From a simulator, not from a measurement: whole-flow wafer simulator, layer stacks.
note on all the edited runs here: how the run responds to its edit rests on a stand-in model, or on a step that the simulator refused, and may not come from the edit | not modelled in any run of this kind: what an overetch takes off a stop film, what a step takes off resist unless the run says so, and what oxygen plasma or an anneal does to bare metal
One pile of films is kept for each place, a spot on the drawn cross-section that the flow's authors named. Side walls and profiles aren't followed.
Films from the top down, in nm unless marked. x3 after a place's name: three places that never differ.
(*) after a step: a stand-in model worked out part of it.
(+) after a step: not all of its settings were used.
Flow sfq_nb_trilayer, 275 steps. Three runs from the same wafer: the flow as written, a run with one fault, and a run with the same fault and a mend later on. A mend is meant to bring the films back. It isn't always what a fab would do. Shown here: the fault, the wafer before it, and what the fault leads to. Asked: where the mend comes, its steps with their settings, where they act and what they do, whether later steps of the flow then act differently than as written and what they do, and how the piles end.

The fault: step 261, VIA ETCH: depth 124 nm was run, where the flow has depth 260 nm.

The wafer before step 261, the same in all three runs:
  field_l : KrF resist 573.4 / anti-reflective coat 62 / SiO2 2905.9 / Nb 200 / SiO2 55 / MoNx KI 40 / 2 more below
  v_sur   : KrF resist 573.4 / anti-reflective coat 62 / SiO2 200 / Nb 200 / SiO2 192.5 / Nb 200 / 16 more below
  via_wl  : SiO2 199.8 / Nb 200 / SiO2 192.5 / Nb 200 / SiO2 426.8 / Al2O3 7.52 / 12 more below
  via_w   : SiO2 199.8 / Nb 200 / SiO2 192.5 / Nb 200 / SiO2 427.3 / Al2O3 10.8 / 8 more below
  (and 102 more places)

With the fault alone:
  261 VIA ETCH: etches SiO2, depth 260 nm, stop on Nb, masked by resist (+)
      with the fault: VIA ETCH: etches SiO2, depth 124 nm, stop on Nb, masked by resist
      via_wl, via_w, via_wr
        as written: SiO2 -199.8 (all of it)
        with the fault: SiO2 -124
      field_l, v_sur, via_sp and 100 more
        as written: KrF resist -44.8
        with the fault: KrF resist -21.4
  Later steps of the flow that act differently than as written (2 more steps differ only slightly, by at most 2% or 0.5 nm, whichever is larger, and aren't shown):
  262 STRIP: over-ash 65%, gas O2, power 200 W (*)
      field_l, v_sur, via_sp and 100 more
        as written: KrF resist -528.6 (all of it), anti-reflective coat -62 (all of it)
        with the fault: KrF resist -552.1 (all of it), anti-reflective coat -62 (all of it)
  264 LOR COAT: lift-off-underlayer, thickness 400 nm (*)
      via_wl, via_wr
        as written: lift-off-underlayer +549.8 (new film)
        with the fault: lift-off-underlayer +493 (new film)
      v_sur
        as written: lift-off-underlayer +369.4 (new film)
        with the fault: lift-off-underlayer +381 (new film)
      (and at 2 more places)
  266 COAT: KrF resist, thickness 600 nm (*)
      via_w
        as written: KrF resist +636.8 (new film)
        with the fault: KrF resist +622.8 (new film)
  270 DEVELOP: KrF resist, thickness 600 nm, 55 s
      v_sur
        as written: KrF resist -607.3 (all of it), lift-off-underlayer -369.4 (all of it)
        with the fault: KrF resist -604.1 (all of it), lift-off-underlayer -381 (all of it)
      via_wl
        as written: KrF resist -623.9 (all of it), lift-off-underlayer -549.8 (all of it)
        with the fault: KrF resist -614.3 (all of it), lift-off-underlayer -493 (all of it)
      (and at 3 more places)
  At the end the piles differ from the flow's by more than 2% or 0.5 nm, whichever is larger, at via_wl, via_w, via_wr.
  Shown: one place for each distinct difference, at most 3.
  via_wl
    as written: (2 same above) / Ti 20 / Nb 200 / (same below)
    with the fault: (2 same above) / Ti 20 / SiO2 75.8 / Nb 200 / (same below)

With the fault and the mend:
  The mend comes after step 262.
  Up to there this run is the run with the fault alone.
  262a COAT: anti-reflective coat, thickness 62 nm (*) (the flow's step 254 once more)
      p4_fl x3, p4_w1 x9, p4_g1 x2 and 63 more
        anti-reflective coat +62 (new film)
      r_end, moat, field_r and 7 more
        anti-reflective coat +61.8 (new film)
      ce_l, c5j, ce_r, sp_r, be_r, r_sur, res
        anti-reflective coat +61.7 (new film)
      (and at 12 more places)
  262b COAT: KrF resist, thickness 650 nm (*) (the flow's step 255 once more)
      p4_fl x3, p4_w1 x9, p4_g1 x2 and 63 more
        KrF resist +650 (new film)
      res, r_end, moat, field_r, lsp_l, ln_m5, l0_sur, l0v
        KrF resist +649.5 (new film)
      c5j, ce_r, sp_r
        KrF resist +649.3 (new film)
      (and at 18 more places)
  262c SOFTBAKE: KrF resist (the flow's step 256 once more)
      changes no film at any place that is followed
  262d EXPOSE: photomask I7, dose 11.93 mJ/cm2, NA 0.6, wavelength 248 nm (*) (the flow's step 257 once more)
      changes no film at any place that is followed
  262e PEB: KrF resist, 90 s (the flow's step 258 once more)
      jj_sur, ce_l, c5j and 92 more
        KrF resist -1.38
      v_sur, via_sp, via_v, wire, be, be_sur, gap
        KrF resist -1.37
      via_wl, via_wr
        KrF resist -1.5
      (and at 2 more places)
  262f DEVELOP: KrF resist, thickness 650 nm, 60 s (the flow's step 259 once more)
      field_l, v_sur, via_sp and 100 more
        KrF resist -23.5
      via_wl
        KrF resist -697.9 (all of it)
      via_w
        KrF resist -729.7 (all of it)
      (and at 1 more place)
  262g VIA ETCH: etches anti-reflective coat, depth 125 nm, masked by resist (+) (the flow's step 260 once more)
      field_l, v_sur, via_sp and 100 more
        KrF resist -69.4
      via_wl, via_wr
        anti-reflective coat -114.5 (all of it)
      via_w
        anti-reflective coat -78.7 (all of it), SiO2 -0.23
  262h VIA ETCH: etches SiO2, depth 136 nm, stop on Nb, masked by resist (+) (the flow's step 261 once more, with other settings)
      field_l, v_sur, via_sp and 100 more
        KrF resist -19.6
      via_wl, via_wr
        SiO2 -75.8 (all of it)
      via_w
        SiO2 -75.6 (all of it)
  262i STRIP: over-ash 65%, gas O2, power 200 W (*) (the flow's step 262 once more)
      p4_fl x3, p4_w1 x9, p4_g1 x2 and 63 more
        KrF resist -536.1 (all of it), anti-reflective coat -62 (all of it)
      moat, field_r, lsp_l, ln_m5, lsp_m, ln_m6, lsp_r, l0_sur
        KrF resist -535.6 (all of it), anti-reflective coat -61.8 (all of it)
      ce_r, sp_r, be_r
        KrF resist -535.4 (all of it), anti-reflective coat -61.7 (all of it)
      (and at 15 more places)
  No later step of the flow acts differently than as written at any place that is followed.
  At the end the piles are the same as the flow's at every place that both follow.
